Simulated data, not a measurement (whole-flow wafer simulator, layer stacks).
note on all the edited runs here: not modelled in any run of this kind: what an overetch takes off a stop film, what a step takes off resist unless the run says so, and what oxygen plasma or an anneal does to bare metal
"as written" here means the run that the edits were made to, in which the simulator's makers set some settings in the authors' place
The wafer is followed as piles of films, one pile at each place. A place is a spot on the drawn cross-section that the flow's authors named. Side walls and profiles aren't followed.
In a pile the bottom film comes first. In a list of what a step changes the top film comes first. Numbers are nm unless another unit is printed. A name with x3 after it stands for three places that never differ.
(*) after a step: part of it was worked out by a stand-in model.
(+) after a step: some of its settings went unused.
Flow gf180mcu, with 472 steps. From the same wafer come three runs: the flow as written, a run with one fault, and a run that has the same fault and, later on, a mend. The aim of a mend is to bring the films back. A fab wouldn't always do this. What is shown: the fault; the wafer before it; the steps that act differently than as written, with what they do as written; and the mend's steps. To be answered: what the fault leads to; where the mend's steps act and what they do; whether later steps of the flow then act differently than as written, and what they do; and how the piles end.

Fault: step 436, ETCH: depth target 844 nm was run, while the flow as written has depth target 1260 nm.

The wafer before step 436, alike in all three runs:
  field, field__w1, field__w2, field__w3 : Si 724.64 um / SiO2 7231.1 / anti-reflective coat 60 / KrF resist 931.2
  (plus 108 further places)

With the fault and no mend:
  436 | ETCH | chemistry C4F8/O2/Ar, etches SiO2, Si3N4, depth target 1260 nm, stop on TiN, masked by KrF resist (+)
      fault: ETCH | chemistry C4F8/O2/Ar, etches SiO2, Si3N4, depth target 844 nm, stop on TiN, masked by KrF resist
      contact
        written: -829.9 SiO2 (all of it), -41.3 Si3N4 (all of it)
        fault: -829.9 SiO2 (all of it), -14.1 Si3N4
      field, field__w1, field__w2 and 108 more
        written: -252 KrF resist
        fault: -168.8 KrF resist
  Later steps of the flow acting differently than as written (not shown: 3 more steps that differ only slightly, by at most 2% or 0.5 nm, whichever is larger):
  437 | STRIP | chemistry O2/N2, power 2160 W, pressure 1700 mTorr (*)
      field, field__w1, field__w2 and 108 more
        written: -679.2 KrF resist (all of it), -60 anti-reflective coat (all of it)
        fault: -762.4 KrF resist (all of it), -60 anti-reflective coat (all of it)
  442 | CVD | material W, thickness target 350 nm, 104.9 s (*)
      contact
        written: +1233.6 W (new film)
        fault: +1206.1 W (new film)
  At contact, the piles at the end differ from the flow's by more than 2% or 0.5 nm, whichever is larger.
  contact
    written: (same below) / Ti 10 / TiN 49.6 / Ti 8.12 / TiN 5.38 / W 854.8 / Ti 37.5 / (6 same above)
    fault: (same below) / Ti 10 / TiN 50 / Si3N4 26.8 / Ti 8.25 / TiN 5.47 / W 827.3 / Ti 37.5 / (6 same above)

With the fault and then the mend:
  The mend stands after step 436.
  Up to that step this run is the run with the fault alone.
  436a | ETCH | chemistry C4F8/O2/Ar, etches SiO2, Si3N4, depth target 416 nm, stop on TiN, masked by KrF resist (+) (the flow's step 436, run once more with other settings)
      field, field__w1, field__w2 and 108 more
        -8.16 KrF resist
      contact
        -27.2 Si3N4 (all of it)
  Later steps of the flow acting differently than as written:
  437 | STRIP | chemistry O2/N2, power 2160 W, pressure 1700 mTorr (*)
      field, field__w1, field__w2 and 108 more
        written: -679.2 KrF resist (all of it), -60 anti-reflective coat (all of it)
        mend: -754.2 KrF resist (all of it), -60 anti-reflective coat (all of it)
  At every place that both follow, the piles at the end match the flow's.
